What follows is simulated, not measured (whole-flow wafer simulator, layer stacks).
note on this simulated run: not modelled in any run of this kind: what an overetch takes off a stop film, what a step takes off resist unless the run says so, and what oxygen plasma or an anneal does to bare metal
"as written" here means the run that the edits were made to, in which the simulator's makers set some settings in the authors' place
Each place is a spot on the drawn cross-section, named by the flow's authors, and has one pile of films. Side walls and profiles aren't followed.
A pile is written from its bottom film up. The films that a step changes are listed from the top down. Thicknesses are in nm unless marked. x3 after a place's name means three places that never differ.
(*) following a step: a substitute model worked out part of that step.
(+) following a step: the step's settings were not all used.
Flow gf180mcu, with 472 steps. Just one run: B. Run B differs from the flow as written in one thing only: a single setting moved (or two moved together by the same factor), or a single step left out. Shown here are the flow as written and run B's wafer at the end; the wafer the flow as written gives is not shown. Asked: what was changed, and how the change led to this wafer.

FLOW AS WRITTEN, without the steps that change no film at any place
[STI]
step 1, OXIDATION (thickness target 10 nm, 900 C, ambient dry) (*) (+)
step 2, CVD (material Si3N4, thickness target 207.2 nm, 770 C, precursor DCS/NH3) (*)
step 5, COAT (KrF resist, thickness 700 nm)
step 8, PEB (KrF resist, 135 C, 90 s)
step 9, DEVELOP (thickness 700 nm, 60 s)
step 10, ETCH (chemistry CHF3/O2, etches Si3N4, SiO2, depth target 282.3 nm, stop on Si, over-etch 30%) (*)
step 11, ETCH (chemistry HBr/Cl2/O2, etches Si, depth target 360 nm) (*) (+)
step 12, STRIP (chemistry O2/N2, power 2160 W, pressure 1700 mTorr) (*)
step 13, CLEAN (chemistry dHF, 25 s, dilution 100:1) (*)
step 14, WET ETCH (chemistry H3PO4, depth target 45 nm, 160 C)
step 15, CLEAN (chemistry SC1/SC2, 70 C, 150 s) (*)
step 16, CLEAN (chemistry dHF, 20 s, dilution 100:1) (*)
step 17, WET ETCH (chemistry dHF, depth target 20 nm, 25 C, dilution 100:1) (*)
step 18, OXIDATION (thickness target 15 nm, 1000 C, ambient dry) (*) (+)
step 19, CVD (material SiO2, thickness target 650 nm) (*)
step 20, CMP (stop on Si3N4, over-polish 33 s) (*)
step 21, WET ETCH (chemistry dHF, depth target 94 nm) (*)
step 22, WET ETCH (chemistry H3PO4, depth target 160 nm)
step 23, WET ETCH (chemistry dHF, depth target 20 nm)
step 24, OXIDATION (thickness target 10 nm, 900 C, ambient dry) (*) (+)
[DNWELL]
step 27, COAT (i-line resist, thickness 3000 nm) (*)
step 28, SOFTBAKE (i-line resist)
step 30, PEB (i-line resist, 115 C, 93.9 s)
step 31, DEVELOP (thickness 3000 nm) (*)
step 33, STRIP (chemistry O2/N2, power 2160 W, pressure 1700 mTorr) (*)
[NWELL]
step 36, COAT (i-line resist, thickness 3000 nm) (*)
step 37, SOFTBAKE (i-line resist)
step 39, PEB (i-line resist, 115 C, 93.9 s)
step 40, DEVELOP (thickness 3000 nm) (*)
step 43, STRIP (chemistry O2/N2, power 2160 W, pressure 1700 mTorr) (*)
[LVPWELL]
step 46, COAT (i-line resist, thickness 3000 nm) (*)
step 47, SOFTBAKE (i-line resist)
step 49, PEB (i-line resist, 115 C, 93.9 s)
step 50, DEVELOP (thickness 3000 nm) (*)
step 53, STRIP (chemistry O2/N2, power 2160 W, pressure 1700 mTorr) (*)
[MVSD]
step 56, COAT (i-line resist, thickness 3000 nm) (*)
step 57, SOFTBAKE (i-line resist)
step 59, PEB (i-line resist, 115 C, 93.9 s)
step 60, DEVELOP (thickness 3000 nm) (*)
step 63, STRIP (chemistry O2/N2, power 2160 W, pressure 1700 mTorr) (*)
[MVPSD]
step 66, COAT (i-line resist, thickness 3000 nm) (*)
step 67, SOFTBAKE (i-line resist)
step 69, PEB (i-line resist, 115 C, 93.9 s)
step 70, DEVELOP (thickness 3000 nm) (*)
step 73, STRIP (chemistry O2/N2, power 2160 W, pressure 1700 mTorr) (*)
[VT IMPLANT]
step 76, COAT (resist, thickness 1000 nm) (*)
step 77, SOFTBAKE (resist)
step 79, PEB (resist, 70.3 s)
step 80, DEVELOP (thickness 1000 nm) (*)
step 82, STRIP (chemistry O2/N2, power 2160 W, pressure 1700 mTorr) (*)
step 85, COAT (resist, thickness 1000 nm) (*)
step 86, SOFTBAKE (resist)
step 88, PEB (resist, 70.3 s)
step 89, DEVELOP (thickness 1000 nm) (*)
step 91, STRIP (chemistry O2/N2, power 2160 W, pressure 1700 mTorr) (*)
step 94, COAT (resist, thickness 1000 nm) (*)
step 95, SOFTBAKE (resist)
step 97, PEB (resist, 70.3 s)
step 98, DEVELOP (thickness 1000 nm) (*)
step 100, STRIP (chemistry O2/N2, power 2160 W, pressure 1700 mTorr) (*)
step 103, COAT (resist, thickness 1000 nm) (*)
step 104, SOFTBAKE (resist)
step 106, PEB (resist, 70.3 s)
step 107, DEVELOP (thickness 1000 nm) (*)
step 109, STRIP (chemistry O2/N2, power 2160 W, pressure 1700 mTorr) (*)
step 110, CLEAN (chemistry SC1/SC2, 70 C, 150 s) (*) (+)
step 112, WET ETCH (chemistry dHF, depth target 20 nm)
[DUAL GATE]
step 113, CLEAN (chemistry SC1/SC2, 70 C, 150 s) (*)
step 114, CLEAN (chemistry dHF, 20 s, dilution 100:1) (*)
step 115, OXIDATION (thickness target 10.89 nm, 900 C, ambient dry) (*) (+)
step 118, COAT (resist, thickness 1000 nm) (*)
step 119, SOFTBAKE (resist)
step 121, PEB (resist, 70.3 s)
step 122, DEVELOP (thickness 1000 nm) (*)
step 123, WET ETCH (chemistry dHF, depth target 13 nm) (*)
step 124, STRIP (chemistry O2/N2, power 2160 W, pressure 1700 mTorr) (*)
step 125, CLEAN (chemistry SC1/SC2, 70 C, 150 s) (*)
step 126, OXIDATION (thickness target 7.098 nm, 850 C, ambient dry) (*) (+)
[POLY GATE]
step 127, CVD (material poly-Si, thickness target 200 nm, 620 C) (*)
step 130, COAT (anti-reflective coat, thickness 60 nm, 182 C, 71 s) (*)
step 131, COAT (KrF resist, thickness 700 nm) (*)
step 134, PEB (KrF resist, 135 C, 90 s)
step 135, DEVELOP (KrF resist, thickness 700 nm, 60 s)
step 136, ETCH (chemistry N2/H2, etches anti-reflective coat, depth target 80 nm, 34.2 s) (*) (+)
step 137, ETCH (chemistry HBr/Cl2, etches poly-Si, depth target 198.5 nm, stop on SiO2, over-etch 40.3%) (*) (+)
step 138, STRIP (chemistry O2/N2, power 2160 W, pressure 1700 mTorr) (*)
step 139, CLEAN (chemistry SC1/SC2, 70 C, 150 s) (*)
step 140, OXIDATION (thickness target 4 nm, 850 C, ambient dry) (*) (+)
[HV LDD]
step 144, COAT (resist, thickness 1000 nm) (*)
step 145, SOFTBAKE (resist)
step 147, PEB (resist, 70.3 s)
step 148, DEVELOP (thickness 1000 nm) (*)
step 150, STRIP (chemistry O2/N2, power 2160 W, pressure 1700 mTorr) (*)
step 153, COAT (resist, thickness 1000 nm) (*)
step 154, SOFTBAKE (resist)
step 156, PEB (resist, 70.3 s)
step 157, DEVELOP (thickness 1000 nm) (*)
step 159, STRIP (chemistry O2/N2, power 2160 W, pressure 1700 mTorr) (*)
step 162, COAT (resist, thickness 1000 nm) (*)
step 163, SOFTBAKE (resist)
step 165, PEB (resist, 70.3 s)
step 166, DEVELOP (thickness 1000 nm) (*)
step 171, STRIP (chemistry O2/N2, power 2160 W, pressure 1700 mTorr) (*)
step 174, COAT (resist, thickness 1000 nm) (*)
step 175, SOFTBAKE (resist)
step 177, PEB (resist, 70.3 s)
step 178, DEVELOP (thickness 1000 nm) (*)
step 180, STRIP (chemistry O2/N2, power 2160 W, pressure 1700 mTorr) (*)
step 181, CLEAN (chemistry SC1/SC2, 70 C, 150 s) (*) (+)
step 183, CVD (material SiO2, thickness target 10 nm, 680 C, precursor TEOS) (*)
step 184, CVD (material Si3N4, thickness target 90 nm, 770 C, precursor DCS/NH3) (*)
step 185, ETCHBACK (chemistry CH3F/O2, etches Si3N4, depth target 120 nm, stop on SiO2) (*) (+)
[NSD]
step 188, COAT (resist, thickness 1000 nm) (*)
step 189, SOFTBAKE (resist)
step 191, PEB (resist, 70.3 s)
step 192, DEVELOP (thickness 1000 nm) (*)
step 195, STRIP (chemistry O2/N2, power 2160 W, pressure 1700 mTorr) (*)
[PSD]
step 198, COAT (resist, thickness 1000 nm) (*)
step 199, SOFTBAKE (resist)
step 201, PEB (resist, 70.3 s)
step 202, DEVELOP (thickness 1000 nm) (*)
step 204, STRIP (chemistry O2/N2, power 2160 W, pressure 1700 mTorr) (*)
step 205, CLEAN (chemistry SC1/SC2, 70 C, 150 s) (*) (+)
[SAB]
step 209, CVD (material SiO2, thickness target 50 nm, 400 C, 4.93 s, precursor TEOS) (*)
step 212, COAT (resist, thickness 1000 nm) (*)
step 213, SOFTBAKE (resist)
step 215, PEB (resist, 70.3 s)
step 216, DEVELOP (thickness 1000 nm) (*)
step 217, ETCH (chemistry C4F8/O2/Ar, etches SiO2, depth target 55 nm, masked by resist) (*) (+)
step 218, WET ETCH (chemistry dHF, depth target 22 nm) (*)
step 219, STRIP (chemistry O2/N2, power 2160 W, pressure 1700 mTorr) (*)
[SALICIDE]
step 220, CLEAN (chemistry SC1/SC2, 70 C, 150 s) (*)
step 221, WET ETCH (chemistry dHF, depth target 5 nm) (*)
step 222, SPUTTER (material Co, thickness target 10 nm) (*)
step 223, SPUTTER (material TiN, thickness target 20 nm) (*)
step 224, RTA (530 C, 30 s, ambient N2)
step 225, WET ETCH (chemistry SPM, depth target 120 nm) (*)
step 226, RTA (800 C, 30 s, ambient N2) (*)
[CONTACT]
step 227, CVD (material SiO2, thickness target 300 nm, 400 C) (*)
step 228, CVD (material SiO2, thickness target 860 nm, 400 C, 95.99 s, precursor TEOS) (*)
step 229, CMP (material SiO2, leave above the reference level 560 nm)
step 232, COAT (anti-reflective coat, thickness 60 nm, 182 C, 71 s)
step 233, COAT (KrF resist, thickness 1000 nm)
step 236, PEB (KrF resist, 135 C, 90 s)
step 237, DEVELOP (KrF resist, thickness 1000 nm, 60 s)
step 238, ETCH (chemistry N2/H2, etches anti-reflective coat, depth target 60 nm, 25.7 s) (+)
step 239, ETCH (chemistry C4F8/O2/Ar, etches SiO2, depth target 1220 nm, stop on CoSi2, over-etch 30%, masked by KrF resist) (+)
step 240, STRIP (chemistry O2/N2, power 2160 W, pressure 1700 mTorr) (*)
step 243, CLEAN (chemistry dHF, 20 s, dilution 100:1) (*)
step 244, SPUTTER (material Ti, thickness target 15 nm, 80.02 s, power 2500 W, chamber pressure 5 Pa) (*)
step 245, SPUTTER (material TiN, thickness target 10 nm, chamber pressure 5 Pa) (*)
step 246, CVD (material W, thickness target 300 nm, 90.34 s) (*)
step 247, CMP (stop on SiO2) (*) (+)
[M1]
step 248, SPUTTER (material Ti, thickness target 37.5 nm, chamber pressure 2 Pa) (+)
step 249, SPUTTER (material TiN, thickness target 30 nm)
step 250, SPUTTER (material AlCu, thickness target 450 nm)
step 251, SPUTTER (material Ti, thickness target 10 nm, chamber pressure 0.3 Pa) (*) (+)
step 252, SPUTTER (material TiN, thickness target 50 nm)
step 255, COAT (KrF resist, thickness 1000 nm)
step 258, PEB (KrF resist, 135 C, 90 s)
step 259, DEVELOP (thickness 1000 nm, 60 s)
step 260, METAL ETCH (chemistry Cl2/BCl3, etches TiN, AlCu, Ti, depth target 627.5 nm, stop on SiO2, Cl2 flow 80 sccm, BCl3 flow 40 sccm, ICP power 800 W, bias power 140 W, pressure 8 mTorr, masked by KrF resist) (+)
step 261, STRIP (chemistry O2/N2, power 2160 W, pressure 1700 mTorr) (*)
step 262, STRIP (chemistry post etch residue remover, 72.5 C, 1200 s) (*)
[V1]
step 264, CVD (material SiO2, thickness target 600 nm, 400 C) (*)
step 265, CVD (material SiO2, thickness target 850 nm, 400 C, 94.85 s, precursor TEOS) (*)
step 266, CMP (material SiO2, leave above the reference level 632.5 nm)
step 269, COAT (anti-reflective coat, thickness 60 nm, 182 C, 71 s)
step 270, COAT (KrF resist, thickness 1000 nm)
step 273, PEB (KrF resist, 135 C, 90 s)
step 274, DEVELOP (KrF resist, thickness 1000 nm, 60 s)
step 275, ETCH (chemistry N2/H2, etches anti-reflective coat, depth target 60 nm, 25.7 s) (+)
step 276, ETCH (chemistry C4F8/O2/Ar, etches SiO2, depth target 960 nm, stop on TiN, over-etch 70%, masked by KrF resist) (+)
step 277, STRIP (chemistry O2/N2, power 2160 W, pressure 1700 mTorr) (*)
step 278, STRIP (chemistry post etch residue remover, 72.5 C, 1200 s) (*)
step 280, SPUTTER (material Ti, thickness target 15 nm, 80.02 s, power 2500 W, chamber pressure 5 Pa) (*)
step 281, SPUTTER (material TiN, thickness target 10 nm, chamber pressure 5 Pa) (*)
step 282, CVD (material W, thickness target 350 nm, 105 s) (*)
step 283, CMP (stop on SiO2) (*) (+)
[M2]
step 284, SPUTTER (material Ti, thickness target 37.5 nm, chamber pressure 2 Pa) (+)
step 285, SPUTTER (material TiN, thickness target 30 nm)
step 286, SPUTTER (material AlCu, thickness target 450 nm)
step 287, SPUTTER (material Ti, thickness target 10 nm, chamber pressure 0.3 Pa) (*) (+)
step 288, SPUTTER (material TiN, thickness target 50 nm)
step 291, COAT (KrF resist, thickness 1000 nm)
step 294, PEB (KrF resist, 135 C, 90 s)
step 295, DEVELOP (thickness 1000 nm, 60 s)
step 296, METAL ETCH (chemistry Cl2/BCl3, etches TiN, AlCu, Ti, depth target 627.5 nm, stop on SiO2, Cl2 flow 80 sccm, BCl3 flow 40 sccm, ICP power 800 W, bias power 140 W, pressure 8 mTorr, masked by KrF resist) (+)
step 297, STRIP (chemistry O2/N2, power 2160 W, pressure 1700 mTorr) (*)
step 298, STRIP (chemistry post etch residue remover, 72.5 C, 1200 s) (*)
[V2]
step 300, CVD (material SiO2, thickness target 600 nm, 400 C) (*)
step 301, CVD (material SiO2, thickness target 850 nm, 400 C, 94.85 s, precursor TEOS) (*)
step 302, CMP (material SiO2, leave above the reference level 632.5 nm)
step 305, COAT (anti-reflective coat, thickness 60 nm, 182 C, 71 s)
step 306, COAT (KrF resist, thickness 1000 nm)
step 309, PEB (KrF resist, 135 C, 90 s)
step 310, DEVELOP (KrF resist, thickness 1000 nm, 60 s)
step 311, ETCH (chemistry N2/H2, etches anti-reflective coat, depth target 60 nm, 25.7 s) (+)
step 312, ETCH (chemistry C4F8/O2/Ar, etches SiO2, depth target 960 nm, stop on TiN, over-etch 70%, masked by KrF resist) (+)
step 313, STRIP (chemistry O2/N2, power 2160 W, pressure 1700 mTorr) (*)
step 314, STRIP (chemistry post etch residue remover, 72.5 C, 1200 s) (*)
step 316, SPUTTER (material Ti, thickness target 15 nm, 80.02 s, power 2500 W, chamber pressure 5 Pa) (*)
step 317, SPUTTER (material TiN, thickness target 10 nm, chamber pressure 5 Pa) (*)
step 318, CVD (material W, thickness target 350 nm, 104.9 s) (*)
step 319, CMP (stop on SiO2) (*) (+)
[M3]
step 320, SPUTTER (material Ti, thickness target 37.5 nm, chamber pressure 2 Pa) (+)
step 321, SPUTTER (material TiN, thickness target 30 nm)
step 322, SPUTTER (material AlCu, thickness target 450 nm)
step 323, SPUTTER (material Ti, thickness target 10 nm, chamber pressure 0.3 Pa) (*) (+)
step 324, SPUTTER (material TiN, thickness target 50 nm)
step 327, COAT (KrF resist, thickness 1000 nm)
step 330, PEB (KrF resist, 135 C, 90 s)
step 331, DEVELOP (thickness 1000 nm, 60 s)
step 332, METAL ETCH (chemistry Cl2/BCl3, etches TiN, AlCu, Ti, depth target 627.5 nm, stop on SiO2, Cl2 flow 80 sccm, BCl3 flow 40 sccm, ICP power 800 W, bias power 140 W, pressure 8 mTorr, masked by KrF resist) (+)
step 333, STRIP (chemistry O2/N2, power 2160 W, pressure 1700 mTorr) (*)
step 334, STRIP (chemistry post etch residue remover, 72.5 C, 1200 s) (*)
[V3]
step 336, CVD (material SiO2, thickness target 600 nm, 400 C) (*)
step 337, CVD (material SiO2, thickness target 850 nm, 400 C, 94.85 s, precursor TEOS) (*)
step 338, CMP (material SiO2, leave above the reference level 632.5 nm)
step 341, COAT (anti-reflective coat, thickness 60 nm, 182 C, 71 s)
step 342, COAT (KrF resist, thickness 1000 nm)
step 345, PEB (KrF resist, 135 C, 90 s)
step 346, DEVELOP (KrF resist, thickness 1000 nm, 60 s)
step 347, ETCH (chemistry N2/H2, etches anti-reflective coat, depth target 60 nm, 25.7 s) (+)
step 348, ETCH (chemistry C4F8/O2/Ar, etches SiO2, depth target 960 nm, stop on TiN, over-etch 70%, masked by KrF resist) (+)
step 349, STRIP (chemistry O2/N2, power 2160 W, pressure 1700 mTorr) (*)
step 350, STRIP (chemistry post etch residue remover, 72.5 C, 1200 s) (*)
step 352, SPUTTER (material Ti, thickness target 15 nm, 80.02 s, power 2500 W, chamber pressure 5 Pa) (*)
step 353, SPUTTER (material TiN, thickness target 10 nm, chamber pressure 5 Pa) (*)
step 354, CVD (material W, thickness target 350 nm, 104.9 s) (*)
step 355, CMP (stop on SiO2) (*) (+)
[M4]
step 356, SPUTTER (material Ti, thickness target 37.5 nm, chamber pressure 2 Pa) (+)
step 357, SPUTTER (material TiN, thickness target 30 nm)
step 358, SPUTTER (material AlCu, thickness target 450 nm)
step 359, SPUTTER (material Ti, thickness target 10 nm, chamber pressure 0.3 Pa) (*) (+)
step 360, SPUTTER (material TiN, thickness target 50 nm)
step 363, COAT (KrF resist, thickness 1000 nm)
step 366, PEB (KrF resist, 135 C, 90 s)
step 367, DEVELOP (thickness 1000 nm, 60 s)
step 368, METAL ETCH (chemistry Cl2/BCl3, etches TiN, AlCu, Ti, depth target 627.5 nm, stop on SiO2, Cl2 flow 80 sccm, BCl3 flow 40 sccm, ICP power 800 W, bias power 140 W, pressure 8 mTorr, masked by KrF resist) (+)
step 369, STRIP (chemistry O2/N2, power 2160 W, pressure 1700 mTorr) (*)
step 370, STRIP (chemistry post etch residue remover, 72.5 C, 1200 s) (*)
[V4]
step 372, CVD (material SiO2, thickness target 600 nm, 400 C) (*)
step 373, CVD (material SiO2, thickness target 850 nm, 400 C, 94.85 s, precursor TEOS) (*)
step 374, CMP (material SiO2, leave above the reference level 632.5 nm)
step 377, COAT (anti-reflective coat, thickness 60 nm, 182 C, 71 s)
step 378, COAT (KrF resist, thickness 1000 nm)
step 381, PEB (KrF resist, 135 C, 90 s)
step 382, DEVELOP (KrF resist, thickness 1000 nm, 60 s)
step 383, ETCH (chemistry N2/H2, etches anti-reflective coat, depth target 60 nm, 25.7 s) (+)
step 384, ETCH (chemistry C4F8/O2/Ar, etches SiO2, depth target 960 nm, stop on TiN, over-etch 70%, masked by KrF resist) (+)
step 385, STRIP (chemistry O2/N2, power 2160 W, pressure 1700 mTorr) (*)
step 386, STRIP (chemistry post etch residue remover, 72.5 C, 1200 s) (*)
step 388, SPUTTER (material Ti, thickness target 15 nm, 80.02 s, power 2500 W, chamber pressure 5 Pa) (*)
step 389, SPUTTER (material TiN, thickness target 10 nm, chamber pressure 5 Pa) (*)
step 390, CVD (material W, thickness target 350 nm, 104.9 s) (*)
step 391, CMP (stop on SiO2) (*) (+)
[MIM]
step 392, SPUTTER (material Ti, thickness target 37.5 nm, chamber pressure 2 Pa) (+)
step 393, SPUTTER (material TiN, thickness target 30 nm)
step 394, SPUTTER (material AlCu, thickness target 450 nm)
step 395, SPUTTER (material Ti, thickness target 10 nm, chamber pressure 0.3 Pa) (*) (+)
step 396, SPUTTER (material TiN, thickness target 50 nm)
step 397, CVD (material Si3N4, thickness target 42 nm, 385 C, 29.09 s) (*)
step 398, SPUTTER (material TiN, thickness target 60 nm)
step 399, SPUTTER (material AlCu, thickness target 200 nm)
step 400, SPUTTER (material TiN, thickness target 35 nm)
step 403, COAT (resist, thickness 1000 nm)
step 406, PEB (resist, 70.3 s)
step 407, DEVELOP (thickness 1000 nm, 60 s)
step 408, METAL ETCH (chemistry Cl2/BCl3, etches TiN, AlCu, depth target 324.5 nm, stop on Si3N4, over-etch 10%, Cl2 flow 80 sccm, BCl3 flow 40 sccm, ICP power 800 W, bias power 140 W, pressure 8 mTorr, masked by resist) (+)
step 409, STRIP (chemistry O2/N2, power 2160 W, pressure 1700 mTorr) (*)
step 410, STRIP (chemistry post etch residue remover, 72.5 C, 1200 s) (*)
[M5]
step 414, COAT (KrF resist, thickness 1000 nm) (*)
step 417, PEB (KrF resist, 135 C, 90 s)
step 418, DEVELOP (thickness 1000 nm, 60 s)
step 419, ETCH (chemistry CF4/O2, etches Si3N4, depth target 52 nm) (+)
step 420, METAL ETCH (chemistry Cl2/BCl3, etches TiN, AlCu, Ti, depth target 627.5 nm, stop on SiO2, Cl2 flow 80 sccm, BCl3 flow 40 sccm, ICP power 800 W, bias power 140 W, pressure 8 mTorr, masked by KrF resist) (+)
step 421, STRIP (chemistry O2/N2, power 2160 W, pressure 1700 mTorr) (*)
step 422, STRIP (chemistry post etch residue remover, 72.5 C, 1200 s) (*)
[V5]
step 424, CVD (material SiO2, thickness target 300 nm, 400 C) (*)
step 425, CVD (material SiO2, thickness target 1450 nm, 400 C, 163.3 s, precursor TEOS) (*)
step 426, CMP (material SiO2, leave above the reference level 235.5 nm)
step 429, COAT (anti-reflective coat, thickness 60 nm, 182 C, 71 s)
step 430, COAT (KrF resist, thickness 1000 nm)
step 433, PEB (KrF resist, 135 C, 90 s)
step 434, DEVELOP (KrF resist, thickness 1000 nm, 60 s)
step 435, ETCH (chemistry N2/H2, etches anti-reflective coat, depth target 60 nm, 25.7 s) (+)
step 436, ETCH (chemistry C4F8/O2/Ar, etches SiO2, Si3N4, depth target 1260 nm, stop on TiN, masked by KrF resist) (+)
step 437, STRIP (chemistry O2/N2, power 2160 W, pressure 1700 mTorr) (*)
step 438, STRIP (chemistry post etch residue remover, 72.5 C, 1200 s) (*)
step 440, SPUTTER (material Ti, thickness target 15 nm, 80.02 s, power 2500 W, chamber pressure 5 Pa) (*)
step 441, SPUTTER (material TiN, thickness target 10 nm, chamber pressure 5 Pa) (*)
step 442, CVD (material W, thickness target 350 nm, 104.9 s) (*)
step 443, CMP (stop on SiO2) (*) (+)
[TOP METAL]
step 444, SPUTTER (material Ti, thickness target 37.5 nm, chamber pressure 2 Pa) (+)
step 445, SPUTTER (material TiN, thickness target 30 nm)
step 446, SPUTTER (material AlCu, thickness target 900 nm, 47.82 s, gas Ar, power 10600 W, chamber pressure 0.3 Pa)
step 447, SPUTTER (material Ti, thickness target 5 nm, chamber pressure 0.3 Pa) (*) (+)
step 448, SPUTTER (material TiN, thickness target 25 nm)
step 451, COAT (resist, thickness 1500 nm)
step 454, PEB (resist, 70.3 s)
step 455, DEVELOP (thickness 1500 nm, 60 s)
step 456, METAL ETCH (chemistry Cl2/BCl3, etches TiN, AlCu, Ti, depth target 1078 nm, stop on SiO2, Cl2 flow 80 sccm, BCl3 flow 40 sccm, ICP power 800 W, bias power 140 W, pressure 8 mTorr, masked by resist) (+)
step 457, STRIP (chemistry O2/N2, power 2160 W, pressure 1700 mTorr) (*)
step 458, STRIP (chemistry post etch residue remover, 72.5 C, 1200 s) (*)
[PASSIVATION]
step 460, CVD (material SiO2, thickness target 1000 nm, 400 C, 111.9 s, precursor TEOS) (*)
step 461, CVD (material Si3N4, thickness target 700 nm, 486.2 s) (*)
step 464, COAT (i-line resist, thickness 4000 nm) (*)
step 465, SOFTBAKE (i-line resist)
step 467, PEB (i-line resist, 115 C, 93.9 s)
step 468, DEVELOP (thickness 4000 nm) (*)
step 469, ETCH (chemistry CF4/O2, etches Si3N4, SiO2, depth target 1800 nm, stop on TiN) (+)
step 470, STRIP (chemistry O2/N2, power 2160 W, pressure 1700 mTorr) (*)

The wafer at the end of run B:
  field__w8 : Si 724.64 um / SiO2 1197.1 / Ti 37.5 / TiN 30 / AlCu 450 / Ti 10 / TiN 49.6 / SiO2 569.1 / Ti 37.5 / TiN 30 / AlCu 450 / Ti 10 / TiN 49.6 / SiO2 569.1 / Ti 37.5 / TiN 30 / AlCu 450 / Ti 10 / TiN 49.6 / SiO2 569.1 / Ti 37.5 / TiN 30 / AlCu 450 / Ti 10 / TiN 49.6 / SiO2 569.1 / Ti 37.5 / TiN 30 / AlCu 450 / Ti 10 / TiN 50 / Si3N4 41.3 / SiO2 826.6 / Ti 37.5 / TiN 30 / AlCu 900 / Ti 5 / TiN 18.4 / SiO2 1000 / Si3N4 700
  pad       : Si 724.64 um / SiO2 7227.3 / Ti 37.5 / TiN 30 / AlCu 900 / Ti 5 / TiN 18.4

What caused this: step 448, SPUTTER: thickness target 18.8 nm was run, though the flow has thickness target 25 nm.

How this came from the change, step by step:
  step 448, SPUTTER (material TiN, thickness target 25 nm)
      field, field__w1, field__w2 and 109 more: TiN gains 18.8 (new film) (as written it would have been: TiN gains 25 (new film))
  step 456, METAL ETCH (chemistry Cl2/BCl3, etches TiN, AlCu, Ti, depth target 1078 nm, stop on SiO2, Cl2 flow 80 sccm, BCl3 flow 40 sccm, ICP power 800 W, bias power 140 W, pressure 8 mTorr, masked by resist) (+)
      field, field__w1, field__w2 and 103 more: TiN loses 18.8 (all of it), Ti loses 5 (all of it), AlCu loses 900 (all of it), TiN loses 30 (all of it), Ti loses 37.5 (all of it) (as written it would have been: TiN loses 25 (all of it), Ti loses 5 (all of it), AlCu loses 900 (all of it), TiN loses 30 (all of it), Ti loses 37.5 (all of it))
